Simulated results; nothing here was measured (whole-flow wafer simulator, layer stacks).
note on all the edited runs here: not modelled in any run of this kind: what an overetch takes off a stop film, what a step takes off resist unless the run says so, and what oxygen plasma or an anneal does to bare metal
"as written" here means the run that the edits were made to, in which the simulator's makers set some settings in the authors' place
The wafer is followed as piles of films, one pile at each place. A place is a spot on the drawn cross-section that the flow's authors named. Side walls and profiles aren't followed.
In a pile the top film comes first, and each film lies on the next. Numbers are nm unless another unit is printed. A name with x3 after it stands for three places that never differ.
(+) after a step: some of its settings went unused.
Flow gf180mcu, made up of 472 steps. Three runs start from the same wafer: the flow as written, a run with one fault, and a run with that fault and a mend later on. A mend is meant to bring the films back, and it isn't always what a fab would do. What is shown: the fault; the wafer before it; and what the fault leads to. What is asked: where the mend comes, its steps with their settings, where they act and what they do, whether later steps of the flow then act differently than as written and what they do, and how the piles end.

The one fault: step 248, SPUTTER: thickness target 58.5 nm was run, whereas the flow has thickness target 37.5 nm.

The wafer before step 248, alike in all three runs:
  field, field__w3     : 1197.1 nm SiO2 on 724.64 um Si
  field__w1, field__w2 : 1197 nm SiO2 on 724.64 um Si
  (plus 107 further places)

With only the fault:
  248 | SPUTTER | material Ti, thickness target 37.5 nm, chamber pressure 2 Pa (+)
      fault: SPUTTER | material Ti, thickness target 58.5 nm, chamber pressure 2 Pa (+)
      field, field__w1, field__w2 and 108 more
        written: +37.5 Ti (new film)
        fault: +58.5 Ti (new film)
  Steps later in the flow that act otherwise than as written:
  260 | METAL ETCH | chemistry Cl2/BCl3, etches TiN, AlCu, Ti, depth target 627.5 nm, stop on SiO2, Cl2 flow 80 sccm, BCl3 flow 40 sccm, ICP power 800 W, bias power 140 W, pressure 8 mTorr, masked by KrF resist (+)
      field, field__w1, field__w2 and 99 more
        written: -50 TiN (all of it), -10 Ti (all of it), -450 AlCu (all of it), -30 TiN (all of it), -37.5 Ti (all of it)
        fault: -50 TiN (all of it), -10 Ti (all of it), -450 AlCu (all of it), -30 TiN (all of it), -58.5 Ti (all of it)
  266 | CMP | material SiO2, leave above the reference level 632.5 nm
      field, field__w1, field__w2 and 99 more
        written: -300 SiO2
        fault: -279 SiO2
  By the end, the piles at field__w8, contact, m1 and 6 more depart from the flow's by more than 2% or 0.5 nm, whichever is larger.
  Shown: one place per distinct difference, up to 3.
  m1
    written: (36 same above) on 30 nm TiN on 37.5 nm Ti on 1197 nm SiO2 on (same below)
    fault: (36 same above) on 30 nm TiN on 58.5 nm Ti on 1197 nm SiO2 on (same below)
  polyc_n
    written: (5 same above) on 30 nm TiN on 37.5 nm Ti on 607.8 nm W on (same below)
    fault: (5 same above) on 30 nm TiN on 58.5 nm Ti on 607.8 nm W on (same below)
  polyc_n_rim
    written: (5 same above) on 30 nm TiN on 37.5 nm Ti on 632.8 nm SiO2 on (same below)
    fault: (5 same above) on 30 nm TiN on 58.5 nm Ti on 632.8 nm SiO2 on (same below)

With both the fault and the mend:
  The mend stands after step 248.
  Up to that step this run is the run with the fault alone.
  248a | METAL ETCH | chemistry Cl2/BCl3, etches TiN, AlCu, Ti, depth target 21 nm, Cl2 flow 80 sccm, BCl3 flow 40 sccm, ICP power 800 W, bias power 140 W, pressure 8 mTorr
      field, field__w1, field__w2 and 108 more
        -21 Ti
  Every later step of the flow that is run acts as written at every place that is followed.
  By the end, the piles equal the flow's at every place that both follow.
